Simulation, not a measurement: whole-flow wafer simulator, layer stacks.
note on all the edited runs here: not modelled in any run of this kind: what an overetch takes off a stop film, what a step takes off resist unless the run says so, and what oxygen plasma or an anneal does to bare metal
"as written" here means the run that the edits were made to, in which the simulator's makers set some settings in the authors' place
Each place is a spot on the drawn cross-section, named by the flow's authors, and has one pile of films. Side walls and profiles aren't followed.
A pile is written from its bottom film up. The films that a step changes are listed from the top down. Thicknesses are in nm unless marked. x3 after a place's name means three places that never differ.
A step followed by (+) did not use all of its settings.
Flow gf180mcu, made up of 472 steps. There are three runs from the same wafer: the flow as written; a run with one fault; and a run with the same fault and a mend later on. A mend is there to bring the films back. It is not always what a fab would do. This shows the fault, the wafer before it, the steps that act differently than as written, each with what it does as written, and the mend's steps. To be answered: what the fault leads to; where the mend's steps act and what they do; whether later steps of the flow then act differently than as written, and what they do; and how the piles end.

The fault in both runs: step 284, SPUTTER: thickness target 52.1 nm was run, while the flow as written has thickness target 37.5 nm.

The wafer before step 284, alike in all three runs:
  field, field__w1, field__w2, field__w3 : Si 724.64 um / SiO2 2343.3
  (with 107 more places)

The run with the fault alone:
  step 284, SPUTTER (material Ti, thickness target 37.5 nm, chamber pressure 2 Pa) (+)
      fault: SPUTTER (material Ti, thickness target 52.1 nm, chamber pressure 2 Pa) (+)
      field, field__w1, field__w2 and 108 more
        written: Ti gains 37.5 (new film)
        fault: Ti gains 52.1 (new film)
  Steps later in the flow that act otherwise than as written:
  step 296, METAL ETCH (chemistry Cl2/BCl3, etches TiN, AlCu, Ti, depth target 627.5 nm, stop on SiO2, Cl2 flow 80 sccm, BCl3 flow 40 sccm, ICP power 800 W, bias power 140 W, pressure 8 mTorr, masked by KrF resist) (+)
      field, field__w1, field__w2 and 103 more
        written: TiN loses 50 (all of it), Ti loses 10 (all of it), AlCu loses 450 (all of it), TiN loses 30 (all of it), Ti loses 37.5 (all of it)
        fault: TiN loses 50 (all of it), Ti loses 10 (all of it), AlCu loses 450 (all of it), TiN loses 30 (all of it), Ti loses 52.1 (all of it)
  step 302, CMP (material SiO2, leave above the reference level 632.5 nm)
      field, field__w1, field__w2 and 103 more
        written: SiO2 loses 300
        fault: SiO2 loses 285.4
  By the end, the piles at field__w8, contact, m1, m1__w1, m1_nw depart from the flow's by more than 2% or 0.5 nm, whichever is larger.
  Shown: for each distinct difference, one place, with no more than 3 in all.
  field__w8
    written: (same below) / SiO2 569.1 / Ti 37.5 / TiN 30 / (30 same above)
    fault: (same below) / SiO2 569.1 / Ti 52.1 / TiN 30 / (30 same above)
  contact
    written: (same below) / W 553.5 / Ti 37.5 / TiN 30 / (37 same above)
    fault: (same below) / W 553.5 / Ti 52.1 / TiN 30 / (37 same above)

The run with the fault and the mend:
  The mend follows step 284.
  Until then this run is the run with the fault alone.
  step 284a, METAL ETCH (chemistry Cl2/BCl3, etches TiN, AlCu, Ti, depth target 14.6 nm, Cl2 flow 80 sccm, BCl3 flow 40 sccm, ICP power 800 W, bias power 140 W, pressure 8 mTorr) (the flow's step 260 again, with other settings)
      field, field__w1, field__w2 and 108 more
        Ti loses 14.6
  None of the later steps of the flow acts differently than as written at any place that is followed.
  By the end, the piles equal the flow's at every place that both follow.
